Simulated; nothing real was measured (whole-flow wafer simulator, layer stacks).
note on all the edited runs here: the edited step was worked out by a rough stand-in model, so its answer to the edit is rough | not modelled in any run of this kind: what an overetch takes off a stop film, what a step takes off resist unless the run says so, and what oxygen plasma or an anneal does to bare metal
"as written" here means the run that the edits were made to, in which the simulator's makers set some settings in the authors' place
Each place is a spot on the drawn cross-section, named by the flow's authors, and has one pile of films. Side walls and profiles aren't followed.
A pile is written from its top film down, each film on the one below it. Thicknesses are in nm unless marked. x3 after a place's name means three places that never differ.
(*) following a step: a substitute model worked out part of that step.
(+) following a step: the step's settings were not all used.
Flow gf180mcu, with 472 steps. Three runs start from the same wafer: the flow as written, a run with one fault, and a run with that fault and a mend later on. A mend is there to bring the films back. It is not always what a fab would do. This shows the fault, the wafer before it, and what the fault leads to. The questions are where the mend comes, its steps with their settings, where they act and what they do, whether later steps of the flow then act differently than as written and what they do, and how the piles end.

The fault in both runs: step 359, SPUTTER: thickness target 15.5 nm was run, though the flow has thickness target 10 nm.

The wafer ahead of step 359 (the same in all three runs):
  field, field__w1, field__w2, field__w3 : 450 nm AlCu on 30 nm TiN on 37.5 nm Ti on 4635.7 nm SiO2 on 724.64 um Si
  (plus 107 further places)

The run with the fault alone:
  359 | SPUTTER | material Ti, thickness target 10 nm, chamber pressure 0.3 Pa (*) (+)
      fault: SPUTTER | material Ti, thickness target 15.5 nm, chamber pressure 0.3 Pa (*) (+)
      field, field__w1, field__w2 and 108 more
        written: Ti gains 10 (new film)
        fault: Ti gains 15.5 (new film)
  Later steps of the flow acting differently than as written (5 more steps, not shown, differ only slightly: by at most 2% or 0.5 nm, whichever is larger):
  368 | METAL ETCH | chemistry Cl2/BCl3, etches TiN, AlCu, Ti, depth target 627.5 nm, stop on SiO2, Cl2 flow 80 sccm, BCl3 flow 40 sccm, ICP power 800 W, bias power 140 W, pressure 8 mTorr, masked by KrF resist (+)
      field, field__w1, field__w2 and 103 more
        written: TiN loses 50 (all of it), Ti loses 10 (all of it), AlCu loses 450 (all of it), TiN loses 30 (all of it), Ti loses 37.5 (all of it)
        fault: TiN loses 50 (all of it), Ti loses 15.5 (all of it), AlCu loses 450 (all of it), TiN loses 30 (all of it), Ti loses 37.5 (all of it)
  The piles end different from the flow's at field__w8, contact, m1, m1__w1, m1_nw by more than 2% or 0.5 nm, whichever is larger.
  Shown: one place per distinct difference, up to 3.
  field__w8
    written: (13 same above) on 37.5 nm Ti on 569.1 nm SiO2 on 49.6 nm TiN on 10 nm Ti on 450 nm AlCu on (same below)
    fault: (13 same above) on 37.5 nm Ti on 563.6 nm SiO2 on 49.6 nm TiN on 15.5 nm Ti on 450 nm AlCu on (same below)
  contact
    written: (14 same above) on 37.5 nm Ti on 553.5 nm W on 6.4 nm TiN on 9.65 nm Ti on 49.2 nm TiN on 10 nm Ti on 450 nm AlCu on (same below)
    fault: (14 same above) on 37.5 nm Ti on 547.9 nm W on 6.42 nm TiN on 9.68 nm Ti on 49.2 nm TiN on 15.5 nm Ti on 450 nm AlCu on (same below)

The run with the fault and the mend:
  After step 367 comes the mend.
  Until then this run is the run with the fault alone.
  368 | METAL ETCH | chemistry Cl2/BCl3, etches TiN, AlCu, Ti, depth target 633 nm, stop on SiO2, Cl2 flow 80 sccm, BCl3 flow 40 sccm, ICP power 800 W, bias power 140 W, pressure 8 mTorr, masked by KrF resist (+) (the flow's step 368; as written it has depth target 627.5 nm)
      field, field__w1, field__w2 and 103 more
        TiN loses 50 (all of it), Ti loses 15.5 (all of it), AlCu loses 450 (all of it), TiN loses 30 (all of it), Ti loses 37.5 (all of it)
      field__w8, contact, m1, m1__w1, m1_nw
        KrF resist loses 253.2
  Every later step of the flow that is run acts as written, at every place that is followed, to within 2% or 0.5 nm, whichever is larger.
  The piles end different from the flow's at field__w8, contact, m1, m1__w1, m1_nw by more than 2% or 0.5 nm, whichever is larger.
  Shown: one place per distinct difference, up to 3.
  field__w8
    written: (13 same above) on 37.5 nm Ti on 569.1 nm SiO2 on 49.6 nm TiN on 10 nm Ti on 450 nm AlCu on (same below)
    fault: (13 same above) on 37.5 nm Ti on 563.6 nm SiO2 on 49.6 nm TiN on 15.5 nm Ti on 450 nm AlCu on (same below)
    mend: (13 same above) on 37.5 nm Ti on 563.6 nm SiO2 on 49.6 nm TiN on 15.5 nm Ti on 450 nm AlCu on (same below)
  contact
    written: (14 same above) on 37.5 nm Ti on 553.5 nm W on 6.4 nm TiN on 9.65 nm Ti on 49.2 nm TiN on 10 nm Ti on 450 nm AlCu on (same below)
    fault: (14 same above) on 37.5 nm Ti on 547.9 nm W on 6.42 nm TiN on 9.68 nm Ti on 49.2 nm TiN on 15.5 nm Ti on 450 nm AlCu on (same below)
    mend: (14 same above) on 37.5 nm Ti on 547.9 nm W on 6.42 nm TiN on 9.68 nm Ti on 49.2 nm TiN on 15.5 nm Ti on 450 nm AlCu on (same below)
